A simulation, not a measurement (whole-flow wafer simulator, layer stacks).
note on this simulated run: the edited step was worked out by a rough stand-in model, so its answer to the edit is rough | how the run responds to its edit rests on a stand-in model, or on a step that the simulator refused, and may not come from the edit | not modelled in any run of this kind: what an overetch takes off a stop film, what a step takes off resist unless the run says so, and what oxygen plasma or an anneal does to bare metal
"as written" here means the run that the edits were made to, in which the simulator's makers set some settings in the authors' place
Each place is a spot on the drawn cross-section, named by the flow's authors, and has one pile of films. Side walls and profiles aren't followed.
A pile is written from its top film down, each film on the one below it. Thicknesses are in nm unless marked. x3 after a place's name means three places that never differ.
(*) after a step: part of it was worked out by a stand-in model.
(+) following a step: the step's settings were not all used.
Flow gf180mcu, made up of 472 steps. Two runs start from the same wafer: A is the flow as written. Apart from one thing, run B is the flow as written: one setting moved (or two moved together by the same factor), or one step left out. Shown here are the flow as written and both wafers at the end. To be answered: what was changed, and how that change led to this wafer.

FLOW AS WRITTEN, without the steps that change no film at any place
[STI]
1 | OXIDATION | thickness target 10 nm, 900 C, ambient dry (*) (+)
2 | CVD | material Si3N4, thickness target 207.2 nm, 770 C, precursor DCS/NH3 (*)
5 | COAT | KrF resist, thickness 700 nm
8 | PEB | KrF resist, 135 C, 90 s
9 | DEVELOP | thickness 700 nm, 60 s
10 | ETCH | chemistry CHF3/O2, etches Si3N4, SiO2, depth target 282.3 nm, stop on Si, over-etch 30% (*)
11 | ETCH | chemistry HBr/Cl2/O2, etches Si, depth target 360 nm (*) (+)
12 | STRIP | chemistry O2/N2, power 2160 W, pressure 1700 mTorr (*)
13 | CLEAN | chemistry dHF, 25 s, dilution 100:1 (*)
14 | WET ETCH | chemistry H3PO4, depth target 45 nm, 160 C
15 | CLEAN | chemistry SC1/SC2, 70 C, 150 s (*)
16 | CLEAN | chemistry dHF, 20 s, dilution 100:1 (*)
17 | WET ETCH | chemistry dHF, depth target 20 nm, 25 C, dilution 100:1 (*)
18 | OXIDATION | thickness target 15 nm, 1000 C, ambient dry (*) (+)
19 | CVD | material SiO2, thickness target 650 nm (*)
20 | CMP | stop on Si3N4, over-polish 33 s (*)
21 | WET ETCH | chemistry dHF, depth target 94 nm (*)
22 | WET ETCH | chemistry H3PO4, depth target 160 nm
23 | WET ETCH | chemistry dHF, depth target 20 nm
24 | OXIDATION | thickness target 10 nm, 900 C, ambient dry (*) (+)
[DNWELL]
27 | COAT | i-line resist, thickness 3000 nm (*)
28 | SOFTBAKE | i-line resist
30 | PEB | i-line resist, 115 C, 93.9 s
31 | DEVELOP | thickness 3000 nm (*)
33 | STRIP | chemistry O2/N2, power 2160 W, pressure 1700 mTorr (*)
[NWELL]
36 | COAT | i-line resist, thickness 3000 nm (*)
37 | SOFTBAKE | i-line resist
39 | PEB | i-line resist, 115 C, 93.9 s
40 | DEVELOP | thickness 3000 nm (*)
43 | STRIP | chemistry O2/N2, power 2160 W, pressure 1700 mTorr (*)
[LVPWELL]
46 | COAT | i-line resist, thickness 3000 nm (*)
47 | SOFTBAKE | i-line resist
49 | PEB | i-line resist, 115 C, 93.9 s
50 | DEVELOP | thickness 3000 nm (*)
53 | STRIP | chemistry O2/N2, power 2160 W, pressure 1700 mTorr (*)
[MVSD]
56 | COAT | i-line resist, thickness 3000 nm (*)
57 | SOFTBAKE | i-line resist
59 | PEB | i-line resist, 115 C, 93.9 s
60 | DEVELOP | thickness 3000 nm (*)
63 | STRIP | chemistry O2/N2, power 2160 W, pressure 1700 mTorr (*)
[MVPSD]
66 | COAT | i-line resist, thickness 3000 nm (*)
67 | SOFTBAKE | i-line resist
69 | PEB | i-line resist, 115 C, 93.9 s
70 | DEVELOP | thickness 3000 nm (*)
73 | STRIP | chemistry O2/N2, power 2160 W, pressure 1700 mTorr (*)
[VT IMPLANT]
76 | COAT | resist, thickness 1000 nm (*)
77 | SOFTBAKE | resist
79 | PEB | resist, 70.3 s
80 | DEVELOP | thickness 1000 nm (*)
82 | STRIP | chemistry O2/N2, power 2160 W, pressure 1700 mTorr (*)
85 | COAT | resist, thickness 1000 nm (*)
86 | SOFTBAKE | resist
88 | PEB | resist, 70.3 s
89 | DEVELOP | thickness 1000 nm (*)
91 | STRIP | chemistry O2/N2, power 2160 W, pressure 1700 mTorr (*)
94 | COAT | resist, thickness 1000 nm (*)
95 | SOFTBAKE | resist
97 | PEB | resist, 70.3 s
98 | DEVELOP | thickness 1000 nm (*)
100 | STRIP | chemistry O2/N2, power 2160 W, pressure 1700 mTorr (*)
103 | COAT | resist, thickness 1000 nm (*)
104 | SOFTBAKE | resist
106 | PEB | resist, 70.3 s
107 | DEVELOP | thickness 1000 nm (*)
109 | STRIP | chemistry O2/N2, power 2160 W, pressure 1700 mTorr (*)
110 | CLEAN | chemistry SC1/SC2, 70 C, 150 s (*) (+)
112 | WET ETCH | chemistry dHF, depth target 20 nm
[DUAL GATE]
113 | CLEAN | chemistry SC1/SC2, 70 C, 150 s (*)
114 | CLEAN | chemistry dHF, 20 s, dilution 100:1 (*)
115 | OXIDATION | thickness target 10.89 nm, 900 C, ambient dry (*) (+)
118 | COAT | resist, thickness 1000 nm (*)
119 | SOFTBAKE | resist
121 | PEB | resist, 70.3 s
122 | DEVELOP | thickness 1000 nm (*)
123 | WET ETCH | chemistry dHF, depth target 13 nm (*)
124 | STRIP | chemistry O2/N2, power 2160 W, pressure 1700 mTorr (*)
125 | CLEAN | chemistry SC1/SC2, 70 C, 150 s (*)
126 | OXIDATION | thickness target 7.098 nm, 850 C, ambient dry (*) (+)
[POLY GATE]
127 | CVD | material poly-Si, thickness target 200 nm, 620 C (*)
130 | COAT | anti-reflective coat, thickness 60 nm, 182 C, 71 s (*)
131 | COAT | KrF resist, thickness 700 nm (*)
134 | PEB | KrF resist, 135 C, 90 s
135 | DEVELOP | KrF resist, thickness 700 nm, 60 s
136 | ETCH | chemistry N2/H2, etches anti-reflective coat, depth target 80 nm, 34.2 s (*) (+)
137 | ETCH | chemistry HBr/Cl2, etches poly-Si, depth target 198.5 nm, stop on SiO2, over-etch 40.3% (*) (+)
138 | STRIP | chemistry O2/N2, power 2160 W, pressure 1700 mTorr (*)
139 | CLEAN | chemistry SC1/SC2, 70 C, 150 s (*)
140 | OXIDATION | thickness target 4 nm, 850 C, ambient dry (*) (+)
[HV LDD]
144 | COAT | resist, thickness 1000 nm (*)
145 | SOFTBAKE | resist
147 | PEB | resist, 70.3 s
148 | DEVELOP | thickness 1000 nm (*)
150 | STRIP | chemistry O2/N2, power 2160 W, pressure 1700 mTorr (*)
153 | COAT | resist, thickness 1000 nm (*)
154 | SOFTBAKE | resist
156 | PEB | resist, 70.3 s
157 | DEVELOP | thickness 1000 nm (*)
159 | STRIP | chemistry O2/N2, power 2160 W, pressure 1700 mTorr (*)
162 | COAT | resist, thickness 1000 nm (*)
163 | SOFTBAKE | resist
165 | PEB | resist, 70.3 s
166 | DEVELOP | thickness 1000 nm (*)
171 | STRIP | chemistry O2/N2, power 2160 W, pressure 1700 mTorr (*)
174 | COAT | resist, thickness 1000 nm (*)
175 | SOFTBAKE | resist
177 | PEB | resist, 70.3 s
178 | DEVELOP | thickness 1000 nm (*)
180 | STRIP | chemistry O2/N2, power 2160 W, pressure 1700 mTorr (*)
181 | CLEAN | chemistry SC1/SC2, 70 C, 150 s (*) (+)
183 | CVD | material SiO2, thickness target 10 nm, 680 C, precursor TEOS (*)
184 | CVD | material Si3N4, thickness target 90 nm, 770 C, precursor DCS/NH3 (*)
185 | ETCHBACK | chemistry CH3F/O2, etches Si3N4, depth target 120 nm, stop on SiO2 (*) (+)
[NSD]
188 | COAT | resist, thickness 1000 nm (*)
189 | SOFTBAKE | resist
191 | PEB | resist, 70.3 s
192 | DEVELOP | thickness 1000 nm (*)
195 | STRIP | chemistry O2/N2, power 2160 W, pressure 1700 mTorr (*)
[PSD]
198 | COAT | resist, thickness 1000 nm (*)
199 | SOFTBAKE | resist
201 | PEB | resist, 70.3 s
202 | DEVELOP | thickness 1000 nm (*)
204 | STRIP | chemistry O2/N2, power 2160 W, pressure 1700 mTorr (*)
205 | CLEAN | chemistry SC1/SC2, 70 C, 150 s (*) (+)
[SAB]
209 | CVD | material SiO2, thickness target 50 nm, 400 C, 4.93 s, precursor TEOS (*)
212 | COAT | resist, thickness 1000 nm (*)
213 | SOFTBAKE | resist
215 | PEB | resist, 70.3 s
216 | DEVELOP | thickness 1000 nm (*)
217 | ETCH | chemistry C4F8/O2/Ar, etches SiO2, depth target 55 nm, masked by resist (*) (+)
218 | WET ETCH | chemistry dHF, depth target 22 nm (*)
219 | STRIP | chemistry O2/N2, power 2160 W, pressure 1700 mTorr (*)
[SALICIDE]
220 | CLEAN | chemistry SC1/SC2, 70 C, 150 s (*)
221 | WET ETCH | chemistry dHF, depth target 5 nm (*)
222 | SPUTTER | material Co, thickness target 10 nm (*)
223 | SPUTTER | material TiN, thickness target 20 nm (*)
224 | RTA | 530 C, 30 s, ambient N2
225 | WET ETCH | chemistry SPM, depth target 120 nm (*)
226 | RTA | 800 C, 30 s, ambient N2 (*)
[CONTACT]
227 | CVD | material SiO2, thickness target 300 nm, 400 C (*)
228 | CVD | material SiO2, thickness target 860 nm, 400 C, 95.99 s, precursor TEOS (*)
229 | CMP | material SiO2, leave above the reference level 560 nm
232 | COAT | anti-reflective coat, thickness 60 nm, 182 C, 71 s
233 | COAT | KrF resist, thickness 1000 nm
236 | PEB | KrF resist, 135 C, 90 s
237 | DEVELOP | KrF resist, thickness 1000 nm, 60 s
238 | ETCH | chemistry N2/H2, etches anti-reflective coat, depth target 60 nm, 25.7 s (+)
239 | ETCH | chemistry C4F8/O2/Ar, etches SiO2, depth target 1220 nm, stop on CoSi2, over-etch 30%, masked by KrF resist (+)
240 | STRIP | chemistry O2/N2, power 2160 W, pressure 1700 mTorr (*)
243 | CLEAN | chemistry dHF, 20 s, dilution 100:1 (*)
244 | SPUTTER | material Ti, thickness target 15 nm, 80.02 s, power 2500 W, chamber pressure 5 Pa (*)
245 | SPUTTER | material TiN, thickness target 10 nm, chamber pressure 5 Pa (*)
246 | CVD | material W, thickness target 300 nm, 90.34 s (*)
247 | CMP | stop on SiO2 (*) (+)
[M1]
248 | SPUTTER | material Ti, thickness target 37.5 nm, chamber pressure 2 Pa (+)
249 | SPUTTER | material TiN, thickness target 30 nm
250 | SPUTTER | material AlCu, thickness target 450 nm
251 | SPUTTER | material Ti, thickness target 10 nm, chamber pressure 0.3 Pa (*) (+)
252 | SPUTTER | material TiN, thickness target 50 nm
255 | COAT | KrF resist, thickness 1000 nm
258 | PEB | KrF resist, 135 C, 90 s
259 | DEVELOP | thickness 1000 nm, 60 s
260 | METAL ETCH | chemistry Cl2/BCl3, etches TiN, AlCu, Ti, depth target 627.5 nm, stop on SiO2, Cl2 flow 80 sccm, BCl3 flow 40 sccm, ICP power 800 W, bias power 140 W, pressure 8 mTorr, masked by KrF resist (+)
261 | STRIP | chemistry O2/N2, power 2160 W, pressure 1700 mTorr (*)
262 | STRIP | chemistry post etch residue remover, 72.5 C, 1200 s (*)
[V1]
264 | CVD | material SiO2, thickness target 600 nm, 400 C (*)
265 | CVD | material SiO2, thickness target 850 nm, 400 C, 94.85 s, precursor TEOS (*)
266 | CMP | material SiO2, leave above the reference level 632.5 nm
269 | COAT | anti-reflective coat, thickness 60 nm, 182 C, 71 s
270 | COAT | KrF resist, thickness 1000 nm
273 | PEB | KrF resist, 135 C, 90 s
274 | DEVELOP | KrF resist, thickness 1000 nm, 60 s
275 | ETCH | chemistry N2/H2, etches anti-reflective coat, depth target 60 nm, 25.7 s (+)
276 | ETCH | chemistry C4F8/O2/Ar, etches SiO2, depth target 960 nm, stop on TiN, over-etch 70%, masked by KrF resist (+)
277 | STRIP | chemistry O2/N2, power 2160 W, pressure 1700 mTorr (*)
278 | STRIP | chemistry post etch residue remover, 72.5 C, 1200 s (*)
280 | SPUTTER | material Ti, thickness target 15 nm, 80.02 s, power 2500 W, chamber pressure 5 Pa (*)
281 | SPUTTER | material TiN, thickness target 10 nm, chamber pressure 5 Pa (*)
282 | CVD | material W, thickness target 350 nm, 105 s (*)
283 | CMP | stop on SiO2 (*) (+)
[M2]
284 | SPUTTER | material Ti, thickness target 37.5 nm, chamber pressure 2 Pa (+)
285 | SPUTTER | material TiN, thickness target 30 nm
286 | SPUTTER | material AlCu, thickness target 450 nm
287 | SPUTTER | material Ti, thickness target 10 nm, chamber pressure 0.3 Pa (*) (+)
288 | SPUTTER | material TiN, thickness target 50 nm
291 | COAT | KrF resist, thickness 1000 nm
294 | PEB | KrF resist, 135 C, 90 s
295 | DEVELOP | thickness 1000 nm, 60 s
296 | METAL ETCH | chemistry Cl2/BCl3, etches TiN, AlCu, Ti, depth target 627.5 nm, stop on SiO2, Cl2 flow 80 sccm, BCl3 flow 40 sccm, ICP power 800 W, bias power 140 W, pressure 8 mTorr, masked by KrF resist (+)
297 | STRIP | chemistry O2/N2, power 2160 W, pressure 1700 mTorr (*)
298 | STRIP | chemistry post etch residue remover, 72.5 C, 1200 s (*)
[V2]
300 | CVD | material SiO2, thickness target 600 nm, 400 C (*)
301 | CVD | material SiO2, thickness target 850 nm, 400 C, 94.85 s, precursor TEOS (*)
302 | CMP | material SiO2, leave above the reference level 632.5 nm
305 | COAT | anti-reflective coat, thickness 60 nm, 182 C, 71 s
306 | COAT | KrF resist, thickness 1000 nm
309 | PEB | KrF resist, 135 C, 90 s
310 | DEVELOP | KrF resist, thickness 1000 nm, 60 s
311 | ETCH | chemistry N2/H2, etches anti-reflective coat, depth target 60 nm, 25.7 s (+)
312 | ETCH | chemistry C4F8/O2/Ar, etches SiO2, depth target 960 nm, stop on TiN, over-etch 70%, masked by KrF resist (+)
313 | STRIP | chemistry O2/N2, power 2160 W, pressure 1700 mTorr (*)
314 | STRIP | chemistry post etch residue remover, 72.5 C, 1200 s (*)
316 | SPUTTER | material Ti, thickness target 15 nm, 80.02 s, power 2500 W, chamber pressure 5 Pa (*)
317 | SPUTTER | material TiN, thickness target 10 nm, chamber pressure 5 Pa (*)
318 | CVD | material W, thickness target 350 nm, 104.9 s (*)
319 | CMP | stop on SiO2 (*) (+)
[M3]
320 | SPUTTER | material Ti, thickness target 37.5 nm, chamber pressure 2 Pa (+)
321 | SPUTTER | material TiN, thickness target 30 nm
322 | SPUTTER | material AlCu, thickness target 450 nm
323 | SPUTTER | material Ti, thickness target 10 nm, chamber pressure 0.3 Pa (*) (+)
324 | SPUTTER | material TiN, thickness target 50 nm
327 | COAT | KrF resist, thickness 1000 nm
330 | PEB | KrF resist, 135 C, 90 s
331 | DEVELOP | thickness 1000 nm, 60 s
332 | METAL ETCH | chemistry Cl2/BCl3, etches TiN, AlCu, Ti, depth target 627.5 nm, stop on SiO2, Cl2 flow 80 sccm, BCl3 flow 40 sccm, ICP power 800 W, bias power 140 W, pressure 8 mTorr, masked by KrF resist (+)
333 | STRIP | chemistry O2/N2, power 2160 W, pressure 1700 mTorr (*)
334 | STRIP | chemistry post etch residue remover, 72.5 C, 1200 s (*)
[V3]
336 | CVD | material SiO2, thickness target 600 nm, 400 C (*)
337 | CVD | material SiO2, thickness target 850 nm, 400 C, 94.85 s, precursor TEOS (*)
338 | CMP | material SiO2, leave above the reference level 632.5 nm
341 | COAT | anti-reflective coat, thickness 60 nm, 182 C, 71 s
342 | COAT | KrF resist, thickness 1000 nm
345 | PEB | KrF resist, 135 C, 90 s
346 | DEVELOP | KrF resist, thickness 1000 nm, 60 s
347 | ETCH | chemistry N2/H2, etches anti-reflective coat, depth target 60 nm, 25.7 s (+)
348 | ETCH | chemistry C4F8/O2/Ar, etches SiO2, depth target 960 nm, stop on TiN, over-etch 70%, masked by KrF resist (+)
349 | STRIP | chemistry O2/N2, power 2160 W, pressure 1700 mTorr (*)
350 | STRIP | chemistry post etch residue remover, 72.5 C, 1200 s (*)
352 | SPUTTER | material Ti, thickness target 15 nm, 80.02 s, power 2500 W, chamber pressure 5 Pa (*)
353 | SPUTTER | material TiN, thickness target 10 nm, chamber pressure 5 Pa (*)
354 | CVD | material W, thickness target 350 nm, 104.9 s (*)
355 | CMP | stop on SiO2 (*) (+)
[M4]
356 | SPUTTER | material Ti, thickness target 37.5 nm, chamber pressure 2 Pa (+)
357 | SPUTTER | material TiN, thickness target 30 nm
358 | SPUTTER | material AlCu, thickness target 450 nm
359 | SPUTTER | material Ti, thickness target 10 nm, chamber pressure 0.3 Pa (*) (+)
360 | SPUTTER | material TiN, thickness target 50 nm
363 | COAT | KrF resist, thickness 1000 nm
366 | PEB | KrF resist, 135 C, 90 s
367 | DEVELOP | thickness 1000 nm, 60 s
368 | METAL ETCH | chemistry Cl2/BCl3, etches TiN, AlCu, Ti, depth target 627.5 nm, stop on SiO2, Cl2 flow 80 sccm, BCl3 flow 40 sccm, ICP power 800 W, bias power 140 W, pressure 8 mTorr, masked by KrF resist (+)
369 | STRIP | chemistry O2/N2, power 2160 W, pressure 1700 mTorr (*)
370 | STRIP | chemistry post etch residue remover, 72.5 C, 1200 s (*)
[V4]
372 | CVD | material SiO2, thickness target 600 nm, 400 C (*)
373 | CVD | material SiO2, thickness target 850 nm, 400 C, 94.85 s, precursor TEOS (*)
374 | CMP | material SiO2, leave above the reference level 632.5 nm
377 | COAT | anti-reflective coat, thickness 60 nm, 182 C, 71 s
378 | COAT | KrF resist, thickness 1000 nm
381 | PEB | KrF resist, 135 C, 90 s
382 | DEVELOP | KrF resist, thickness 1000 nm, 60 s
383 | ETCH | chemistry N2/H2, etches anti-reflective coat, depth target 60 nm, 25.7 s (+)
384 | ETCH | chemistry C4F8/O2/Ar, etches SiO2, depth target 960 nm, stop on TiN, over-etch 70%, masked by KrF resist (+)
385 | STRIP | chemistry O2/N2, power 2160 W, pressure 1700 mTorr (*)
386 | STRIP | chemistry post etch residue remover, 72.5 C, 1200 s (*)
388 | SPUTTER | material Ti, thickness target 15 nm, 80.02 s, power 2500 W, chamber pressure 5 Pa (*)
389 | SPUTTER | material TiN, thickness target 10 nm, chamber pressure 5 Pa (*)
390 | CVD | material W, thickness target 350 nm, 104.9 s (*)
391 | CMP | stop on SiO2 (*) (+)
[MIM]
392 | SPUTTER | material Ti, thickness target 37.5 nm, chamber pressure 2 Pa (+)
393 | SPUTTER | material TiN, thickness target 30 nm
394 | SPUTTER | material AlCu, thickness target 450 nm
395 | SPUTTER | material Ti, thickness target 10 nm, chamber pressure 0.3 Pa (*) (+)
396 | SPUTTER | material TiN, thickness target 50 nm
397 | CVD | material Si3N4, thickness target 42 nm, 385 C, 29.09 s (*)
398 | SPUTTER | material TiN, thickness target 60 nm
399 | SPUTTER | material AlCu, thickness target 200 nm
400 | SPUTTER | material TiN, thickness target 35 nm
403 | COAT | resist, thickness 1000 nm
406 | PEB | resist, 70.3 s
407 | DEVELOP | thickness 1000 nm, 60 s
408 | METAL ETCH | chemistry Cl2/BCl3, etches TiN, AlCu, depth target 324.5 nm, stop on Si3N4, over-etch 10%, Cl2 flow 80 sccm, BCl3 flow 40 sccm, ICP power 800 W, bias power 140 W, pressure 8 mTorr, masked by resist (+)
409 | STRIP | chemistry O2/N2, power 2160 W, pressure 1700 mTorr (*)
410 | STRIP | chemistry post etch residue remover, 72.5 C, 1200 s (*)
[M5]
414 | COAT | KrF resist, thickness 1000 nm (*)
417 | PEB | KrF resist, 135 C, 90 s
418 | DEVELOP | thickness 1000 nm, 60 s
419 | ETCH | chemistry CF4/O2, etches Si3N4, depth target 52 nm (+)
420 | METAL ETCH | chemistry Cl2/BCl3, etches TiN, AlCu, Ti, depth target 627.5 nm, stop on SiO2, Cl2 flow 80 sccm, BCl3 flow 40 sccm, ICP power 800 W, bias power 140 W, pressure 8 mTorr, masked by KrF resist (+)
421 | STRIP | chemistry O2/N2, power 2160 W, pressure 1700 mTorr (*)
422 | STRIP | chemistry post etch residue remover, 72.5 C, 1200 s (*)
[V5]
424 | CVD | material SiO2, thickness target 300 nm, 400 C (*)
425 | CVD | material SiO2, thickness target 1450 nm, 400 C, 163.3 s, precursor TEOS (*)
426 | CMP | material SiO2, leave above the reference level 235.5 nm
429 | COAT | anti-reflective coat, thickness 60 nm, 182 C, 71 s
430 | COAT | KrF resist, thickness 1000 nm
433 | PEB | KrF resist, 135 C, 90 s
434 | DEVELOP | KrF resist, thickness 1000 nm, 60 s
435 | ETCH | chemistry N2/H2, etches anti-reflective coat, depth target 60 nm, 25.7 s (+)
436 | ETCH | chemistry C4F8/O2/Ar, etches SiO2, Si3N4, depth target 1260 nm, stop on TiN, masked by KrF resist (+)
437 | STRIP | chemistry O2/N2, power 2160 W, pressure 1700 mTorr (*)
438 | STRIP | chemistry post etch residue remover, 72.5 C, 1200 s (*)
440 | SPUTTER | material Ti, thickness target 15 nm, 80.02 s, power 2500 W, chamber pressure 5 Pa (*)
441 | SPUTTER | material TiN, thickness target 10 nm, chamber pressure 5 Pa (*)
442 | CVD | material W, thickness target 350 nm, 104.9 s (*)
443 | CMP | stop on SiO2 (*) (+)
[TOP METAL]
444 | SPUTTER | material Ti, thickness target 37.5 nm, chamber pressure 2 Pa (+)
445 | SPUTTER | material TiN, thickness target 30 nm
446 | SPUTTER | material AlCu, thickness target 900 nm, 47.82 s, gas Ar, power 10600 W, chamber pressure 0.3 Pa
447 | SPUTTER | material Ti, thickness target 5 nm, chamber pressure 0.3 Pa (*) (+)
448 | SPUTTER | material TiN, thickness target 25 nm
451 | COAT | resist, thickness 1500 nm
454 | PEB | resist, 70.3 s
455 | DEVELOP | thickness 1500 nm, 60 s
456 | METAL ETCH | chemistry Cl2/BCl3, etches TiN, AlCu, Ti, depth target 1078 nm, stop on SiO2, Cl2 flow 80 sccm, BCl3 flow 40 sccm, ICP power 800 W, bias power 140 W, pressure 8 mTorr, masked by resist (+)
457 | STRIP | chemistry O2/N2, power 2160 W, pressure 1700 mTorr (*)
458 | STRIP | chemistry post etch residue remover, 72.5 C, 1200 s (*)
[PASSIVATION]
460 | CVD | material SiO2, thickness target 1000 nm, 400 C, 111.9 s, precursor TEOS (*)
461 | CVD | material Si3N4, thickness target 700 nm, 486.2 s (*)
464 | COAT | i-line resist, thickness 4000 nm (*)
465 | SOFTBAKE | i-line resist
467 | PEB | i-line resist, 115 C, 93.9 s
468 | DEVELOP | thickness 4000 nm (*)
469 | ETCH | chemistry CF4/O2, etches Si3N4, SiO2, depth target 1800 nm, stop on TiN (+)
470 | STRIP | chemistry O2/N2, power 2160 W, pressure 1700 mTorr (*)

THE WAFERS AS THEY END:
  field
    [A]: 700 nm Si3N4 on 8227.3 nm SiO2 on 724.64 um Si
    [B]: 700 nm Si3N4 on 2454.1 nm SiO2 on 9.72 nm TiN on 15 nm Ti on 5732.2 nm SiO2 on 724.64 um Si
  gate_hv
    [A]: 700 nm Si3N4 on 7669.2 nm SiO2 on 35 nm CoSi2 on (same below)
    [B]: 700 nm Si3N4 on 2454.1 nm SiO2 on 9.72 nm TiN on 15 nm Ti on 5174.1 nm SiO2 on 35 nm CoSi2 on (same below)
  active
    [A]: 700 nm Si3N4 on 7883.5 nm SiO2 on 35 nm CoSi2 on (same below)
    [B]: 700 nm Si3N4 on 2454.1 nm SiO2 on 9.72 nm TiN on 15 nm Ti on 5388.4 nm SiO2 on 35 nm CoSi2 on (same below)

What caused this: step 373, CVD: thickness target 489 nm was run, while the flow as written has thickness target 850 nm; step 373, CVD: 54.54 s was run, where the flow has 94.85 s.

How this came from the change, step by step:
  373 | CVD | material SiO2, thickness target 850 nm, 400 C, 94.85 s, precursor TEOS (*)
      field, field__w1, field__w2 and 108 more: A +850 SiO2 | B +496.5 SiO2
  374 | CMP | material SiO2, leave above the reference level 632.5 nm
      field, field__w1, field__w2 and 103 more: A -300 SiO2 | B nothing
      field__w8, contact, m1, m1__w1, m1_nw: A -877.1 SiO2 | B -523.6 SiO2
  377 | COAT | anti-reflective coat, thickness 60 nm, 182 C, 71 s
      field: A +60 anti-reflective coat (new film) | B +81.2 anti-reflective coat (new film)
      field__w8: A +60 anti-reflective coat (new film) | B +30.7 anti-reflective coat (new film)
      (also at 11 further places)
  378 | COAT | KrF resist, thickness 1000 nm
      m1_nw: A +1000 KrF resist (new film) | B +978.4 KrF resist (new film)
  383 | ETCH | chemistry N2/H2, etches anti-reflective coat, depth target 60 nm, 25.7 s (+)
      contact: A -60 anti-reflective coat (all of it), -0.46 SiO2 | B -32.4 anti-reflective coat (all of it), -1.17 SiO2
  385 | STRIP | chemistry O2/N2, power 2160 W, pressure 1700 mTorr (*)
      field: A -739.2 KrF resist (all of it), -60 anti-reflective coat (all of it) | B -728.9 KrF resist (all of it), -81.2 anti-reflective coat (all of it)
      field__w8: A -739.2 KrF resist (all of it), -60 anti-reflective coat (all of it) | B -733.6 KrF resist (all of it), -30.7 anti-reflective coat (all of it)
      (also at 12 further places)
  390 | CVD | material W, thickness target 350 nm, 104.9 s (*)
      contact: A +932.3 W (new film) | B +878.3 W (new film)
  391 | CMP | stop on SiO2 (*) (+)
      field, field__w1, field__w2 and 103 more: A -350 W (all of it), -10 TiN (all of it), -15 Ti (all of it), -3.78 SiO2 | B -341.5 W
      field__w8, m1, m1__w1, m1_nw: A -350 W (all of it), -10 TiN (all of it), -15 Ti (all of it), -3.78 SiO2 | B -350 W (all of it), -10 TiN (all of it), -15 Ti (all of it), -20 SiO2
      (also at 1 further place)
  420 | METAL ETCH | chemistry Cl2/BCl3, etches TiN, AlCu, Ti, depth target 627.5 nm, stop on SiO2, Cl2 flow 80 sccm, BCl3 flow 40 sccm, ICP power 800 W, bias power 140 W, pressure 8 mTorr, masked by KrF resist (+)
      field, field__w1, field__w2 and 101 more: A -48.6 TiN (all of it), -10 Ti (all of it), -450 AlCu (all of it), -30 TiN (all of it), -37.5 Ti (all of it) | B -48.6 TiN (all of it), -10 Ti (all of it), -450 AlCu (all of it), -30 TiN (all of it), -37.5 Ti (all of it), -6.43 W
  422 | STRIP | chemistry post etch residue remover, 72.5 C, 1200 s (*)
      field, field__w1, field__w2 and 101 more: A nothing | B -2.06 W (all of it), -0.28 TiN
  424 | CVD | material SiO2, thickness target 300 nm, 400 C (*)
      field, field__w1, field__w2 and 101 more: A +300 SiO2 | B +300 SiO2 (new film)
  426 | CMP | material SiO2, leave above the reference level 235.5 nm
      field, field__w1, field__w5 and 92 more: A -300.8 SiO2 | B -292.1 SiO2
      field__w2, field__w3, field__w12 and 6 more: A -272.7 SiO2 | B -263.5 SiO2
Taking metal films that touch as one body, field has 1 body; the flow as written gives 0 bodies.
Taking metal films that touch as one body, gate_hv has 2 bodies (between them, from the top down: SiO2 5174.1); the flow as written gives 1 body.
Taking metal films that touch as one body, active has 2 bodies (between them, from the top down: SiO2 5388.4); the flow as written gives 1 body.
